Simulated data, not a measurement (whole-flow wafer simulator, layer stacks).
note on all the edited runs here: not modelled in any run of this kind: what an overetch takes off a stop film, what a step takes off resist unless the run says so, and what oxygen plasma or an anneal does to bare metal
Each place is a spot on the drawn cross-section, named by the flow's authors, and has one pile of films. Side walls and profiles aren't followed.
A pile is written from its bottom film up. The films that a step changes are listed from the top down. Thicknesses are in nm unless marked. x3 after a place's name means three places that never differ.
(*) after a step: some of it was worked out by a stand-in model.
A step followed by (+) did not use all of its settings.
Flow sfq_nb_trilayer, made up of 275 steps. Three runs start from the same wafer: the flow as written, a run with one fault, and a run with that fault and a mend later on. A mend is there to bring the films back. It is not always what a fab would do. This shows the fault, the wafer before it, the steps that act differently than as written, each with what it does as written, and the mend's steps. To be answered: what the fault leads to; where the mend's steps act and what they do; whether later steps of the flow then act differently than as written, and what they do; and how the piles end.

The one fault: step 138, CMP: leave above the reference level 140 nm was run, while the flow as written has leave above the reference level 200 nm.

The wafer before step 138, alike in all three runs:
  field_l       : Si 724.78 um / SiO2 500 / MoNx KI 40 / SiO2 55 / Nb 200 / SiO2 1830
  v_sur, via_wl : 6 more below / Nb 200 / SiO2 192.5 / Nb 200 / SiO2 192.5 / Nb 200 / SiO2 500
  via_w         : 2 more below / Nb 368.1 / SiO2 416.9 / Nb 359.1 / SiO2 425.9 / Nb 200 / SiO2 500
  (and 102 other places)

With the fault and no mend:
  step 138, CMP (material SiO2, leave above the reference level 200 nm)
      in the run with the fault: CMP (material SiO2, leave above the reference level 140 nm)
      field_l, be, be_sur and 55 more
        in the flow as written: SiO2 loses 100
        in the run with the fault: SiO2 loses 160
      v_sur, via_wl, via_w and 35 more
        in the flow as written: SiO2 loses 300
        in the run with the fault: SiO2 loses 360
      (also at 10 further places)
  Steps later in the flow that act otherwise than as written (not shown: 6 more steps that differ only slightly, by at most 2% or 0.5 nm, whichever is larger):
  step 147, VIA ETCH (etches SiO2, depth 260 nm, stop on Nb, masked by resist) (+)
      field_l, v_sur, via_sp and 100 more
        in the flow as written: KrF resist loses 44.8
        in the run with the fault: KrF resist loses 36.2
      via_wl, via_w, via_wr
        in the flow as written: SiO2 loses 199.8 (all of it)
        in the run with the fault: SiO2 loses 139.8 (all of it)
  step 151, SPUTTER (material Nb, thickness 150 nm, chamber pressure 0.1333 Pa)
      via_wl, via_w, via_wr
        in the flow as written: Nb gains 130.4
        in the run with the fault: Nb gains 137.4
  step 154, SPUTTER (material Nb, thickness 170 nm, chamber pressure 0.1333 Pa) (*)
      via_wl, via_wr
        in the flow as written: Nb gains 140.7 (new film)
        in the run with the fault: Nb gains 120.3 (new film)
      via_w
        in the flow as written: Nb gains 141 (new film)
        in the run with the fault: Nb gains 164.4 (new film)
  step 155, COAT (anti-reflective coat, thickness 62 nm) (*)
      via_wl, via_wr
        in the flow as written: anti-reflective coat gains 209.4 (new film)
        in the run with the fault: anti-reflective coat gains 199.4 (new film)
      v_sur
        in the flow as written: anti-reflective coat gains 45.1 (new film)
        in the run with the fault: anti-reflective coat gains 47.9 (new film)
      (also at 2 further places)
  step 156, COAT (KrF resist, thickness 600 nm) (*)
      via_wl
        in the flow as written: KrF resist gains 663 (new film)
        in the run with the fault: KrF resist gains 641.3 (new film)
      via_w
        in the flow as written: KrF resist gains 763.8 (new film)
        in the run with the fault: KrF resist gains 695.8 (new film)
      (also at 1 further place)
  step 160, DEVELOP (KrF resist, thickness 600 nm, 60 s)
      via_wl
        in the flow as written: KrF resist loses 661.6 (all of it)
        in the run with the fault: KrF resist loses 640 (all of it)
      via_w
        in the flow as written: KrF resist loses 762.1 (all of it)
        in the run with the fault: KrF resist loses 694.3 (all of it)
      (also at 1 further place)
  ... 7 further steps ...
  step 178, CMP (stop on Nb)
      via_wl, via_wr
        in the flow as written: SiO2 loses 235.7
        in the run with the fault: SiO2 loses 302.7
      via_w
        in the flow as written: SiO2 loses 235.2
        in the run with the fault: SiO2 loses 302.1
  By the end, the piles at field_l, v_sur, via_wl and 102 more depart from the flow's by more than 2% or 0.5 nm, whichever is larger.
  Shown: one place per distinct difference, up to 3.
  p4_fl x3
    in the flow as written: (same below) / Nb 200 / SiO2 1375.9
    in the run with the fault: (same below) / Nb 200 / SiO2 1315.9
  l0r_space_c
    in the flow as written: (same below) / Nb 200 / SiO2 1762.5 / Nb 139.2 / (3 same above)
    in the run with the fault: (same below) / Nb 200 / SiO2 1702.5 / Nb 139.2 / (3 same above)
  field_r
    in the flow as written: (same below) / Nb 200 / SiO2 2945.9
    in the run with the fault: (same below) / Nb 200 / SiO2 2885.9

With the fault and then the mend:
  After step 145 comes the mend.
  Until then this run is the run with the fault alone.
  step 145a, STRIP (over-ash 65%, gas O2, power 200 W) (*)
      field_l, v_sur, via_sp and 100 more
        KrF resist loses 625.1 (all of it), anti-reflective coat loses 62 (all of it)
      via_wl, via_w, via_wr
        anti-reflective coat loses 62 (all of it)
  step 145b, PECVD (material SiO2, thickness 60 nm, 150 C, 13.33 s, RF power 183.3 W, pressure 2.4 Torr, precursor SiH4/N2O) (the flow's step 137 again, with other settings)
      field_l, v_sur, via_wl and 103 more
        SiO2 gains 60
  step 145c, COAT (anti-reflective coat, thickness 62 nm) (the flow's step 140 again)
      field_l, v_sur, via_wl and 103 more
        anti-reflective coat gains 62 (new film)
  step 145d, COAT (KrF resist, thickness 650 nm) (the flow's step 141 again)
      field_l, v_sur, via_wl and 103 more
        KrF resist gains 650 (new film)
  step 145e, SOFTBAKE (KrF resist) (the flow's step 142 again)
      does not change any film at any place that is followed
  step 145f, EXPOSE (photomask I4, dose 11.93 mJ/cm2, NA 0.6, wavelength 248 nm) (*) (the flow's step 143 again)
      does not change any film at any place that is followed
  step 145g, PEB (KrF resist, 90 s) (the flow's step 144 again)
      field_l, v_sur, via_wl and 103 more
        KrF resist loses 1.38
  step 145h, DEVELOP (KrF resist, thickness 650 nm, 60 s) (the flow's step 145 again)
      field_l, v_sur, via_sp and 100 more
        KrF resist loses 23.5
      via_wl, via_w, via_wr
        KrF resist loses 648.6 (all of it)
  Later steps of the flow that are run all act as written at every place that is followed, up to a difference of at most 2% or 0.5 nm, whichever is larger.
  At the end the piles are close to the flow's at the places that both follow, differing by at most 2% or 0.5 nm, whichever is larger.
